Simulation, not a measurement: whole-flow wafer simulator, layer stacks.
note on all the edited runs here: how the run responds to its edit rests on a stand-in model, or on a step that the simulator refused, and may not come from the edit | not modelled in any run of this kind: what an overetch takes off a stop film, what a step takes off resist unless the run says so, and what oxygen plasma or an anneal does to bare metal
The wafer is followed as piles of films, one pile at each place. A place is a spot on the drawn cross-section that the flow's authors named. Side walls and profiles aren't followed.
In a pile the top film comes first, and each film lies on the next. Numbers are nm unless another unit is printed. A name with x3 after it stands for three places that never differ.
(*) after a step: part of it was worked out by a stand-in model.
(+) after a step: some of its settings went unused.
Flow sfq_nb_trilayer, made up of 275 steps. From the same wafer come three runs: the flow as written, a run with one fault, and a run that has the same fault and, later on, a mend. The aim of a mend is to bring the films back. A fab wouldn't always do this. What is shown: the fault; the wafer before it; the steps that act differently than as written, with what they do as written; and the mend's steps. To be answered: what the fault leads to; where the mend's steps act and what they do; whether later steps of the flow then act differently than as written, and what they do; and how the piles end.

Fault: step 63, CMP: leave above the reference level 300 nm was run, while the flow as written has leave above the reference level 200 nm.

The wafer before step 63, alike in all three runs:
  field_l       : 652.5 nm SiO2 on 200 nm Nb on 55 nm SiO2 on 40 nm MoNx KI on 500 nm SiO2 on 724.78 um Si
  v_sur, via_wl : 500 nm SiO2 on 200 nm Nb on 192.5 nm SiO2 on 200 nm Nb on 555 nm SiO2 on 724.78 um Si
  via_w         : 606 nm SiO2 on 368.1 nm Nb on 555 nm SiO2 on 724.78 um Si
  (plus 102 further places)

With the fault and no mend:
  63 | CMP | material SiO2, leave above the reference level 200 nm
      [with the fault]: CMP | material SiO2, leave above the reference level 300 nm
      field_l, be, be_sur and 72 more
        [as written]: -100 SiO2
        [with the fault]: nothing
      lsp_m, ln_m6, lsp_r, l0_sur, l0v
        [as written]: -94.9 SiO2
        [with the fault]: nothing
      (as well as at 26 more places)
  Later steps of the flow acting differently than as written (not shown: 7 more steps that differ only slightly, by at most 2% or 0.5 nm, whichever is larger):
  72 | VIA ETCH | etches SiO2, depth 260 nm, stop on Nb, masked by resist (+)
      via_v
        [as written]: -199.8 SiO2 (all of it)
        [with the fault]: -260 SiO2
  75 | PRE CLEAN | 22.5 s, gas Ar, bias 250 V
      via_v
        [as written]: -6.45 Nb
        [with the fault]: -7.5 SiO2
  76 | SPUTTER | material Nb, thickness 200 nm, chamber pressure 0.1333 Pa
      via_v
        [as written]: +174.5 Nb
        [with the fault]: +163.1 Nb (new film)
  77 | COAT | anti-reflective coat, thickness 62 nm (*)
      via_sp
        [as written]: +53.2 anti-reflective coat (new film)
        [with the fault]: +51.9 anti-reflective coat (new film)
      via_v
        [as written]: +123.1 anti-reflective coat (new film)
        [with the fault]: +136.1 anti-reflective coat (new film)
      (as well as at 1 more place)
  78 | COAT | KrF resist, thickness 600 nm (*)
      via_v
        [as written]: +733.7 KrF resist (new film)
        [with the fault]: +783.4 KrF resist (new film)
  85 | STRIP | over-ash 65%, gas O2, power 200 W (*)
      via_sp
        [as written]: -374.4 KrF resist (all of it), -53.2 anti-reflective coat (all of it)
        [with the fault]: -370.3 KrF resist (all of it), -51.9 anti-reflective coat (all of it)
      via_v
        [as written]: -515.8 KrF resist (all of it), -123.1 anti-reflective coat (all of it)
        [with the fault]: -565.3 KrF resist (all of it), -136.1 anti-reflective coat (all of it)
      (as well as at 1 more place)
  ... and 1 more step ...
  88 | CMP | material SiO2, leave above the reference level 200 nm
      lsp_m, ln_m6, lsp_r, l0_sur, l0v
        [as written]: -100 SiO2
        [with the fault]: -94.9 SiO2
  At field_l, v_sur, via_wl and 103 more, the piles at the end differ from the flow's by more than 2% or 0.5 nm, whichever is larger.
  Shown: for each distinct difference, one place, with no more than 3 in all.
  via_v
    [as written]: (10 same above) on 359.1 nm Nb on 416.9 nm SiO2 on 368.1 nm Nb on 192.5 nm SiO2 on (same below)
    [with the fault]: (10 same above) on 359.1 nm Nb on 489.6 nm SiO2 on 163.1 nm Nb on 32.3 nm SiO2 on 200 nm Nb on 192.5 nm SiO2 on (same below)
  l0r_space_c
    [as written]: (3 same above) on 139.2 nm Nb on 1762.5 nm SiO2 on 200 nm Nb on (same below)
    [with the fault]: (3 same above) on 139.2 nm Nb on 1862.5 nm SiO2 on 200 nm Nb on (same below)
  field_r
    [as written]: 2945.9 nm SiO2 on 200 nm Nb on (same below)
    [with the fault]: 3045.9 nm SiO2 on 200 nm Nb on (same below)

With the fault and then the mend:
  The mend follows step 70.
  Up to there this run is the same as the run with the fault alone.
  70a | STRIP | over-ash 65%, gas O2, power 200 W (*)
      field_l, v_sur, via_wl and 77 more
        -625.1 KrF resist (all of it), -62 anti-reflective coat (all of it)
      via_w, via_wr, via_sp and 12 more
        -625 KrF resist (all of it), -62 anti-reflective coat (all of it)
      ln_m6, l0_sur
        -627.1 KrF resist (all of it), -62.4 anti-reflective coat (all of it)
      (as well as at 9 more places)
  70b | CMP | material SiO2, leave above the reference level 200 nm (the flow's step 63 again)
      field_l, v_sur, via_wl and 98 more
        -100 SiO2
      lsp_m, ln_m6, lsp_r, l0_sur, l0v
        -94.9 SiO2
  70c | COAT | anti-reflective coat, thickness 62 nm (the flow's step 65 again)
      field_l, v_sur, via_wl and 103 more
        +62 anti-reflective coat (new film)
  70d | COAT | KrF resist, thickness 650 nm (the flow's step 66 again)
      field_l, v_sur, via_wl and 103 more
        +650 KrF resist (new film)
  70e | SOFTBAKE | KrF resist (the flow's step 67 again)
      leaves every film unchanged at each place that is followed
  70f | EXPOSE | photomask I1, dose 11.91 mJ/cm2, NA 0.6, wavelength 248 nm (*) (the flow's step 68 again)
      leaves every film unchanged at each place that is followed
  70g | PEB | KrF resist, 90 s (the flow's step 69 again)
      field_l, v_sur, via_wl and 103 more
        -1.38 KrF resist
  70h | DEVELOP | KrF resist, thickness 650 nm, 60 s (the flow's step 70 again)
      field_l, v_sur, via_wl and 102 more
        -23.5 KrF resist
      via_v
        -648.6 KrF resist (all of it)
  Later steps of the flow that are run all act as written at every place that is followed.
  By the end, the piles equal the flow's at every place that both follow.
